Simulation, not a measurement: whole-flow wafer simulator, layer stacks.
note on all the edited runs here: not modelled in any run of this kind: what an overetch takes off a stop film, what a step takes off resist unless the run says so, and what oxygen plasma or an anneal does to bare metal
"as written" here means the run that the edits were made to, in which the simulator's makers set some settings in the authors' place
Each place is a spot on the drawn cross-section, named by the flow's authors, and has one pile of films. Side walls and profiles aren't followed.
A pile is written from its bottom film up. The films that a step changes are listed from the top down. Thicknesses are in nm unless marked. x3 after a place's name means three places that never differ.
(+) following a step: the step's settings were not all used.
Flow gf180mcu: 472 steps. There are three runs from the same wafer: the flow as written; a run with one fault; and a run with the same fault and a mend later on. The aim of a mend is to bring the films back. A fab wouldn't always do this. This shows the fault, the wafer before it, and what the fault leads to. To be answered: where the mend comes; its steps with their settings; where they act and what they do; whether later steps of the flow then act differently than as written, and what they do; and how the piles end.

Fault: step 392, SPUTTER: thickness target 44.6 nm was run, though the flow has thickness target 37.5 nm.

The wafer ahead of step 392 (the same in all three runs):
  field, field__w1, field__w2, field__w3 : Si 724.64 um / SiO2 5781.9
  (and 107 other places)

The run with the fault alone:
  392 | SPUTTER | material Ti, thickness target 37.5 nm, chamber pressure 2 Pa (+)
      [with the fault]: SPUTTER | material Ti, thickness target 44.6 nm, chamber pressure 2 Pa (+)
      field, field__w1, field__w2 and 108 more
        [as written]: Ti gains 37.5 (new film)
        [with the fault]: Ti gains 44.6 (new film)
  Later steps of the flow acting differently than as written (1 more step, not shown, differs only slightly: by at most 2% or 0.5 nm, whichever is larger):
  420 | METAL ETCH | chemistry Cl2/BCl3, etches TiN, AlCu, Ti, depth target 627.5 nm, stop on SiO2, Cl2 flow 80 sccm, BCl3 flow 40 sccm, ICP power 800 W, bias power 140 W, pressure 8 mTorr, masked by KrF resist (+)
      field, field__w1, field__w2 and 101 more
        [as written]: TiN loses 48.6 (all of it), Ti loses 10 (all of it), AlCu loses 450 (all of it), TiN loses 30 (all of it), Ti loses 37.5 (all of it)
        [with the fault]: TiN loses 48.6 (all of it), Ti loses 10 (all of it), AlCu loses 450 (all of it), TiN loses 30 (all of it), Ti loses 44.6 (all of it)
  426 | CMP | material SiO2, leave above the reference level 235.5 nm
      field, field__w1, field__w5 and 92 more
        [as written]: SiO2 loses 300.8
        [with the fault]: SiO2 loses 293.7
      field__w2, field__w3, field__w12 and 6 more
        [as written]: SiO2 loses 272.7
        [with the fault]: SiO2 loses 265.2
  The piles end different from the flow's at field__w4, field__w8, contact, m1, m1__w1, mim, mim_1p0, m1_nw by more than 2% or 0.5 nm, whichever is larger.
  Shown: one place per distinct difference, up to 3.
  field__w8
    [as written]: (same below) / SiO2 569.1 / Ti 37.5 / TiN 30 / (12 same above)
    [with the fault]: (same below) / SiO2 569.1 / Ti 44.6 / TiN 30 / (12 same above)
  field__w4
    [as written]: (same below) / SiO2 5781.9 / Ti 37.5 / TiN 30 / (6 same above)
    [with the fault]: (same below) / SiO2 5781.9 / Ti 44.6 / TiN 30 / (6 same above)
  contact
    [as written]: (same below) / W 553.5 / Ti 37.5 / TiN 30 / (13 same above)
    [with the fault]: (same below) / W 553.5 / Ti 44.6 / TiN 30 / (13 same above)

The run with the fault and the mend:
  The mend follows step 392.
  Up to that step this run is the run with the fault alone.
  392a | METAL ETCH | chemistry Cl2/BCl3, etches TiN, AlCu, Ti, depth target 7.1 nm, Cl2 flow 80 sccm, BCl3 flow 40 sccm, ICP power 800 W, bias power 140 W, pressure 8 mTorr (the flow's step 260 again, with other settings)
      field, field__w1, field__w2 and 108 more
        Ti loses 7.1
  None of the later steps of the flow acts differently than as written at any place that is followed.
  At every place that both follow, the piles at the end match the flow's.
